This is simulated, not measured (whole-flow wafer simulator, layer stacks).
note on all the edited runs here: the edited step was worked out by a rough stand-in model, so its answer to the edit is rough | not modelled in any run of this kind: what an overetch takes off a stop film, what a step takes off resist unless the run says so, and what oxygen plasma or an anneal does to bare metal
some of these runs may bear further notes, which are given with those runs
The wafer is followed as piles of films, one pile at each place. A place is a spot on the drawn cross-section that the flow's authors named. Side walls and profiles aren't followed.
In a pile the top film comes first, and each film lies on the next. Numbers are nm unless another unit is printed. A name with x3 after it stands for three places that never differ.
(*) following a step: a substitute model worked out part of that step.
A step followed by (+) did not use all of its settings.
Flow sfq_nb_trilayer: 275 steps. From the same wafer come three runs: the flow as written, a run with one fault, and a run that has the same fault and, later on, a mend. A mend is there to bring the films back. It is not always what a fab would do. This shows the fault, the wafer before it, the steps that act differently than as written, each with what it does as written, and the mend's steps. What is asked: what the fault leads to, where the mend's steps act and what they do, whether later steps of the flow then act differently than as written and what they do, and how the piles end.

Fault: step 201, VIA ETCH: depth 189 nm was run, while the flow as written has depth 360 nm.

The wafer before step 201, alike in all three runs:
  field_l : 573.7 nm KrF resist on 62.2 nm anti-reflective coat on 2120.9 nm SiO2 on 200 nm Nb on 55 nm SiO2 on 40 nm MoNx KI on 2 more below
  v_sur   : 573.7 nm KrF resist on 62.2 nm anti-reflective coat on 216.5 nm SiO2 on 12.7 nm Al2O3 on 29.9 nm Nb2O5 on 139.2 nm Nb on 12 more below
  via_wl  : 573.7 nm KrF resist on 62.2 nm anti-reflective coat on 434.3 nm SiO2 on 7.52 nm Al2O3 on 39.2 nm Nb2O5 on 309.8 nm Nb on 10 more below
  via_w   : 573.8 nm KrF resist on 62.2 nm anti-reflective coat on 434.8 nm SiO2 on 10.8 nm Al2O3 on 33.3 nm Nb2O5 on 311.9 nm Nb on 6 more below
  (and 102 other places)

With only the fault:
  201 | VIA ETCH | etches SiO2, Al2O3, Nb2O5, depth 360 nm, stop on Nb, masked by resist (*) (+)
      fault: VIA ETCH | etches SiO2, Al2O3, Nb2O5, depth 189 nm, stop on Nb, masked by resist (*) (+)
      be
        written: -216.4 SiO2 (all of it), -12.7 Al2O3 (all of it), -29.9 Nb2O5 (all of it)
        fault: -189 SiO2
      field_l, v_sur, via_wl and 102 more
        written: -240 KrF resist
        fault: -126 KrF resist
  Steps further on in the flow that do not act as written (6 other steps are not shown; they differ only slightly, by no more than 2% or 0.5 nm, whichever is larger):
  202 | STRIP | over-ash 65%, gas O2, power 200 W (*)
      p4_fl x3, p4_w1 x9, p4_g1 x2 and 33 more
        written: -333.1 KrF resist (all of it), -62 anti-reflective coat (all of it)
        fault: -447.1 KrF resist (all of it), -62 anti-reflective coat (all of it)
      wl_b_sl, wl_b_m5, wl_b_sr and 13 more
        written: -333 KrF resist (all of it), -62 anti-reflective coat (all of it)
        fault: -447 KrF resist (all of it), -62 anti-reflective coat (all of it)
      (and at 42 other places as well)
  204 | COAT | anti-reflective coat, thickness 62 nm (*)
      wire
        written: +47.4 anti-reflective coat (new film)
        fault: +49.5 anti-reflective coat (new film)
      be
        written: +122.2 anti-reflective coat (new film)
        fault: +111.8 anti-reflective coat (new film)
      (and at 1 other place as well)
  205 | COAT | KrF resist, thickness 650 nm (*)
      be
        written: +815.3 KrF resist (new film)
        fault: +765.3 KrF resist (new film)
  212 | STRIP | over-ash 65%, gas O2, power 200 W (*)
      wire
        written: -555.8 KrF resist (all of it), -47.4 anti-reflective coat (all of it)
        fault: -559.7 KrF resist (all of it), -49.5 anti-reflective coat (all of it)
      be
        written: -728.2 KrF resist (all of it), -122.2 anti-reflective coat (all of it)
        fault: -678.1 KrF resist (all of it), -111.8 anti-reflective coat (all of it)
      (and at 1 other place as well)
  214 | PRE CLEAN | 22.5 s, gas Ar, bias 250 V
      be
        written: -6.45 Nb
        fault: -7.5 SiO2
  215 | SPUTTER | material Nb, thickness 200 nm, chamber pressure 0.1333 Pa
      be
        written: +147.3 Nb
        fault: +163.4 Nb (new film)
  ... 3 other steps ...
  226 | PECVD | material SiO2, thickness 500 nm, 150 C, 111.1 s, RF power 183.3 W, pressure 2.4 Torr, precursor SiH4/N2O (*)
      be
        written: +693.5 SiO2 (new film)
        fault: +608.5 SiO2 (new film)
  By the end, the piles at be depart from the flow's by more than 2% or 0.5 nm, whichever is larger.
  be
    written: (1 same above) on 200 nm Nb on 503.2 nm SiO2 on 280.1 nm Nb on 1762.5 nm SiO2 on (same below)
    fault: (1 same above) on 200 nm Nb on 418.2 nm SiO2 on 163.4 nm Nb on 19.9 nm SiO2 on 12.7 nm Al2O3 on 29.9 nm Nb2O5 on 139.2 nm Nb on 1762.5 nm SiO2 on (same below)

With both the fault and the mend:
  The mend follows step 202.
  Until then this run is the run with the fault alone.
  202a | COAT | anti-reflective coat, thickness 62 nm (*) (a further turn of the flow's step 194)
      p4_fl x3, p4_w1 x9, p4_g1 x2 and 50 more
        +62 anti-reflective coat (new film)
      ln_m6, lsp_r, l0_sur, l0v
        +62.1 anti-reflective coat (new film)
      wl_a_sl, wl_a_m6, wl_a_sr, wl_g_sr
        +61.9 anti-reflective coat (new film)
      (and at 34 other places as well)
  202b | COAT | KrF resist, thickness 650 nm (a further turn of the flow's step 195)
      p4_fl x3, p4_w1 x9, p4_g1 x2 and 33 more
        +650 KrF resist (new film)
      wl_b_m5, wl_b_sr, wl_c_sl and 12 more
        +649.9 KrF resist (new film)
      field_l, wl_a_sr, wl_g_sr
        +649.7 KrF resist (new film)
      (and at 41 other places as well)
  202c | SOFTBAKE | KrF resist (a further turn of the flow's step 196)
      alters no film at any place that is followed
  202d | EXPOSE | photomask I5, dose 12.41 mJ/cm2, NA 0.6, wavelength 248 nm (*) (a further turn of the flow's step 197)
      alters no film at any place that is followed
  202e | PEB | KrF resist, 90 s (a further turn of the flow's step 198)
      field_l, v_sur, via_wl and 83 more
        -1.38 KrF resist
      ce_l, moat, field_r, wl_jj
        -1.39 KrF resist
      via_wr, via_sp, wire
        -1.37 KrF resist
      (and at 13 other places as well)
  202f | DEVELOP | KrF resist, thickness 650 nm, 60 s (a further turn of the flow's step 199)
      field_l, v_sur, via_wl and 102 more
        -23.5 KrF resist
      be
        -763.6 KrF resist (all of it)
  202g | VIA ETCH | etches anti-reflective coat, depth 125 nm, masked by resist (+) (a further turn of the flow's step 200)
      field_l, v_sur, via_wl and 102 more
        -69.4 KrF resist
      be
        -111.8 anti-reflective coat (all of it), -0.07 SiO2
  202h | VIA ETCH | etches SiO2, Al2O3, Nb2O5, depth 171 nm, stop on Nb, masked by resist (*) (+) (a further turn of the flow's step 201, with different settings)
      field_l, v_sur, via_wl and 102 more
        -114 KrF resist
      be
        -27.3 SiO2 (all of it), -12.7 Al2O3 (all of it), -29.9 Nb2O5 (all of it)
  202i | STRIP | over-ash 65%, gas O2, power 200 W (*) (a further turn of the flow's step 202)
      p4_fl x3, p4_w1 x9, p4_g1 x2 and 33 more
        -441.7 KrF resist (all of it), -62 anti-reflective coat (all of it)
      wl_b_sl, wl_b_m5, wl_b_sr and 7 more
        -441.5 KrF resist (all of it), -62 anti-reflective coat (all of it)
      wl_c_sr, wl_d_sl, wl_d_m1, wl_d_sr, wl_e_sl, wl_e_m5, wl_e_sr
        -441.6 KrF resist (all of it), -62 anti-reflective coat (all of it)
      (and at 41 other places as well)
  Later steps of the flow that are run all act as written at every place that is followed.
  At every place that both follow, the piles at the end match the flow's.
